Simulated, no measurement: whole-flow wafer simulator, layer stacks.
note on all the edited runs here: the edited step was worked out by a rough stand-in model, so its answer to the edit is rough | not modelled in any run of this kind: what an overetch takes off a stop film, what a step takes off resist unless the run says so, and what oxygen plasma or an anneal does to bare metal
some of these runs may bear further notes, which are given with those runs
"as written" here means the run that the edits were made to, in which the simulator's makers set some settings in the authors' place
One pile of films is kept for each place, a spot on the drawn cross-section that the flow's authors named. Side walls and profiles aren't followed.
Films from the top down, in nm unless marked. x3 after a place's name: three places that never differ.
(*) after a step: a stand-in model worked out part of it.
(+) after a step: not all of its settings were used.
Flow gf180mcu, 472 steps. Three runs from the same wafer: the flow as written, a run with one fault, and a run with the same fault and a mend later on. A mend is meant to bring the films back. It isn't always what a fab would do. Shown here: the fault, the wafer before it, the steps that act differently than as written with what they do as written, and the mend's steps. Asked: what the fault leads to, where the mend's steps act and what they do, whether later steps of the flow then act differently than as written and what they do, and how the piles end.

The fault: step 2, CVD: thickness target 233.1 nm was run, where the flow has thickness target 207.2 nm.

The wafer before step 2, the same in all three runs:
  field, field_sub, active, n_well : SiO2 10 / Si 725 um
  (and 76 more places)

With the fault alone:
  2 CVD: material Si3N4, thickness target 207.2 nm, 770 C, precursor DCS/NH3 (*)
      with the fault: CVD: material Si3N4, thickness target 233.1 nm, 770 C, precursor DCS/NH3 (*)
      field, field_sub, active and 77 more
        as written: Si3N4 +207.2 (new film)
        with the fault: Si3N4 +233.1 (new film)
  Later steps of the flow that act differently than as written (88 more steps differ only slightly, by at most 2% or 0.5 nm, whichever is larger, and aren't shown):
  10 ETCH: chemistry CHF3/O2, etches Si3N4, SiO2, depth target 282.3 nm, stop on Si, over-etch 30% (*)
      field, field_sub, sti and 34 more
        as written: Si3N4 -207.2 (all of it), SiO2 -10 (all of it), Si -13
        with the fault: Si3N4 -233.1 (all of it), SiO2 -10 (all of it), Si -7.85
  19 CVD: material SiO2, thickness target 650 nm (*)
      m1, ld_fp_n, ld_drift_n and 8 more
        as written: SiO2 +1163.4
        with the fault: SiO2 +1189.3
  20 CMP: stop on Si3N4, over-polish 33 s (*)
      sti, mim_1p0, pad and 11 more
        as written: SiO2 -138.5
        with the fault: SiO2 -112.6
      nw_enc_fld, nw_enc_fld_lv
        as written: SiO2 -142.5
        with the fault: SiO2 -116.6
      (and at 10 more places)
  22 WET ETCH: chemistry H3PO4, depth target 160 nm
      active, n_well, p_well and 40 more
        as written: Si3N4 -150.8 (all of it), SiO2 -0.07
        with the fault: Si3N4 -160.1
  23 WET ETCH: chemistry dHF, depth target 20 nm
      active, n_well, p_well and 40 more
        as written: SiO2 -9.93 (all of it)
        with the fault: Si3N4 -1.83
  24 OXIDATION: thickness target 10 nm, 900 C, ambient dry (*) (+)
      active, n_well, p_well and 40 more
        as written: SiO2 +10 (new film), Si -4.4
        with the fault: nothing
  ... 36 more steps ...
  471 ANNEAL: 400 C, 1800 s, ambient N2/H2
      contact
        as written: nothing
        with the fault: under 49 films: void +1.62 (new film), Ti -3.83, TiSi first +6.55 (new film), Si -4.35
  At the end the piles differ from the flow's by more than 2% or 0.5 nm, whichever is larger, at field__w8, active, n_well and 56 more.
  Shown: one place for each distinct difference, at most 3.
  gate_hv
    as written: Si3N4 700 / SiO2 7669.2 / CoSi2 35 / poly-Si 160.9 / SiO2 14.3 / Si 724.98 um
    with the fault: Si3N4 700 / SiO2 7682.3 / CoSi2 35 / poly-Si 160.9 / Si3N4 11.8 / SiO2 10 / Si 725 um
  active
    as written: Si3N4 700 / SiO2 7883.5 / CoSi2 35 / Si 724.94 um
    with the fault: Si3N4 700 / SiO2 7883.4 / Si3N4 6.49 / SiO2 10 / Si 725 um
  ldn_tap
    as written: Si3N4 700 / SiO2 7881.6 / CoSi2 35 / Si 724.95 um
    with the fault: Si3N4 700 / SiO2 7881.9 / Si3N4 7.98 / SiO2 10 / Si 725 um

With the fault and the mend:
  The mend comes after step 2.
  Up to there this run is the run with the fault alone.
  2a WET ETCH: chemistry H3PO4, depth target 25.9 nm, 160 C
      field, field_sub, active and 77 more
        Si3N4 -25.9
  No later step of the flow acts differently than as written, at any place that is followed, by more than 2% or 0.5 nm, whichever is larger.
  At the end the piles are the same as the flow's at every place that both follow.
